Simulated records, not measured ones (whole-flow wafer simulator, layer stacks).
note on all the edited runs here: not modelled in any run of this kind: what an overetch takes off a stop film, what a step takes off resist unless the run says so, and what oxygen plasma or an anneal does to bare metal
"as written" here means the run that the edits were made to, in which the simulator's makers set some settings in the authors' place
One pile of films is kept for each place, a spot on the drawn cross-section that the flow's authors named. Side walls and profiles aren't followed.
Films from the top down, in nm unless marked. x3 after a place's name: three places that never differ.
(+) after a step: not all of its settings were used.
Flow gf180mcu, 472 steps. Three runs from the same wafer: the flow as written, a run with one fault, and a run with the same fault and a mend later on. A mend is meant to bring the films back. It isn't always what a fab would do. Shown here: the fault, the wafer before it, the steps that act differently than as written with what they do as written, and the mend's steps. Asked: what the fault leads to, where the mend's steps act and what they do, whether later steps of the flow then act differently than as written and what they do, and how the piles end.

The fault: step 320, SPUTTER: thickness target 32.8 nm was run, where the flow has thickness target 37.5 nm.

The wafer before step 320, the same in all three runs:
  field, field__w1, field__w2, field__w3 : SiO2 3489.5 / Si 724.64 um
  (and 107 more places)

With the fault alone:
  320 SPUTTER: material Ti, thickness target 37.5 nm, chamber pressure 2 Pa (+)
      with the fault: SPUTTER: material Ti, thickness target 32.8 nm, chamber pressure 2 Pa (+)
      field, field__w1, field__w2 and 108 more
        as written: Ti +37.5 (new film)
        with the fault: Ti +32.8 (new film)
  Later steps of the flow that act differently than as written (1 more step differs only slightly, by at most 2% or 0.5 nm, whichever is larger, and isn't shown):
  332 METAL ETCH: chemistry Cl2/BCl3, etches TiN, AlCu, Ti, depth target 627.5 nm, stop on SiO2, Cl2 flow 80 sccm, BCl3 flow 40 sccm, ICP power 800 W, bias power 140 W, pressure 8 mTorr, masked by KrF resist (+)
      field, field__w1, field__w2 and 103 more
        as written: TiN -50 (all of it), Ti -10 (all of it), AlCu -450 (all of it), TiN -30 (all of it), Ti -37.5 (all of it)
        with the fault: TiN -50 (all of it), Ti -10 (all of it), AlCu -450 (all of it), TiN -30 (all of it), Ti -32.8 (all of it)
  At the end the piles differ from the flow's by more than 2% or 0.5 nm, whichever is larger, at field__w8, contact, m1, m1__w1, m1_nw.
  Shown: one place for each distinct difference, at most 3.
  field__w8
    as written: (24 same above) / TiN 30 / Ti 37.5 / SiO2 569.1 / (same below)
    with the fault: (24 same above) / TiN 30 / Ti 32.8 / SiO2 569.1 / (same below)
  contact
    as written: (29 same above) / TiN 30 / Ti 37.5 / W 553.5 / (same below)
    with the fault: (29 same above) / TiN 30 / Ti 32.8 / W 553.5 / (same below)

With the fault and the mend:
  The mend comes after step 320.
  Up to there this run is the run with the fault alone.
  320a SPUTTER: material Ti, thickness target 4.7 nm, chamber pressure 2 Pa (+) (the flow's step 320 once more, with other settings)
      field, field__w1, field__w2 and 108 more
        Ti +4.7
  No later step of the flow acts differently than as written at any place that is followed.
  At the end the piles are the same as the flow's at every place that both follow.
